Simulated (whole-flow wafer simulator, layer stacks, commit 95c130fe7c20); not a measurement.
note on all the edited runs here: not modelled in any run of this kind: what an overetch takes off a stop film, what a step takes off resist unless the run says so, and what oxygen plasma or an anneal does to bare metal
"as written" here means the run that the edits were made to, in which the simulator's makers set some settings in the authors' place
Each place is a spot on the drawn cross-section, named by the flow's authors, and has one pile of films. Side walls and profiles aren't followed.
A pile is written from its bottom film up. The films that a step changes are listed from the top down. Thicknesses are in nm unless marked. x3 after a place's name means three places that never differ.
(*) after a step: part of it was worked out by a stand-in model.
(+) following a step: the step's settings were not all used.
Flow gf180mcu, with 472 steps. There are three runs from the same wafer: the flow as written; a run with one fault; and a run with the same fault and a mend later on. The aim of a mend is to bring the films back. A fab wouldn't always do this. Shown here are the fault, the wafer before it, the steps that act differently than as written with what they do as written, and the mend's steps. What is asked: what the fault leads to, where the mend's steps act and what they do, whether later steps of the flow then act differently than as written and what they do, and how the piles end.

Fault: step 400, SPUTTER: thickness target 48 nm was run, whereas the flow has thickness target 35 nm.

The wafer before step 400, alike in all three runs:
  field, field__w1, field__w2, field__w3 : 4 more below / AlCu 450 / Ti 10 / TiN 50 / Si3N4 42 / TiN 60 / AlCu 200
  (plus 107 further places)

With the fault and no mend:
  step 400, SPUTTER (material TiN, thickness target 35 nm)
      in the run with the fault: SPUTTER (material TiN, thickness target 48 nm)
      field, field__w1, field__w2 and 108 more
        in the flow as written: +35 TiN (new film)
        in the run with the fault: +48 TiN (new film)
  Steps later in the flow that act otherwise than as written (not shown: 7 more steps that differ only slightly, by at most 2% or 0.5 nm, whichever is larger):
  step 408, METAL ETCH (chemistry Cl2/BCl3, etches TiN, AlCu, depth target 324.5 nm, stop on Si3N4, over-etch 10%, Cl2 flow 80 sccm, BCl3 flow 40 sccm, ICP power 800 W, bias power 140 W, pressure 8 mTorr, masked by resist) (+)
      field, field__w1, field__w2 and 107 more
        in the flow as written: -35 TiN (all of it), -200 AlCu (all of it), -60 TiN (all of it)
        in the run with the fault: -48 TiN (all of it), -200 AlCu (all of it), -60 TiN (all of it)
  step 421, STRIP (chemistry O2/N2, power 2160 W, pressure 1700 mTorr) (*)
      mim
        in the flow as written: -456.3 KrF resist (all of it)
        in the run with the fault: -446.6 KrF resist (all of it)
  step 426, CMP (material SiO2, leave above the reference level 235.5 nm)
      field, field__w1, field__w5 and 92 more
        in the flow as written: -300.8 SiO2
        in the run with the fault: -287.8 SiO2
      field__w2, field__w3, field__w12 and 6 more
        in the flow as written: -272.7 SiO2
        in the run with the fault: -259.7 SiO2
  The piles end different from the flow's at mim by more than 2% or 0.5 nm, whichever is larger.
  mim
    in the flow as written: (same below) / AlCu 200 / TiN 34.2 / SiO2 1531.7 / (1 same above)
    in the run with the fault: (same below) / AlCu 200 / TiN 47.2 / SiO2 1531.7 / (1 same above)

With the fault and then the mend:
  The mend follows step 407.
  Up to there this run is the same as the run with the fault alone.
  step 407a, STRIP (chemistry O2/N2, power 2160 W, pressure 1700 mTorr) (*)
      mim
        -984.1 resist (all of it)
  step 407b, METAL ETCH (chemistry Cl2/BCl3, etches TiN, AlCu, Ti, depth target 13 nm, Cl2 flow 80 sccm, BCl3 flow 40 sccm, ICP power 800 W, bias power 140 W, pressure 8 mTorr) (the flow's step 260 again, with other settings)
      field, field__w1, field__w2 and 108 more
        -13 TiN
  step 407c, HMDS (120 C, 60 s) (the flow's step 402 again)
      leaves every film unchanged at each place that is followed
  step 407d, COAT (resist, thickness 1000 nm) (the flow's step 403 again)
      field, field__w1, field__w2 and 108 more
        +1000 resist (new film)
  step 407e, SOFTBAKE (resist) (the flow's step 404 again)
      leaves every film unchanged at each place that is followed
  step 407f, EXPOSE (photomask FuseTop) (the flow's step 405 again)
      leaves every film unchanged at each place that is followed
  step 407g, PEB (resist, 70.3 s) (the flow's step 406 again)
      field, field__w1, field__w2 and 108 more
        -15.9 resist
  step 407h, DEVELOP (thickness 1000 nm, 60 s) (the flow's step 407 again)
      field, field__w1, field__w2 and 107 more
        -984.1 resist (all of it)
  Later steps of the flow that are run all act as written at every place that is followed.
  The piles end the same as the flow's at every place that both follow.
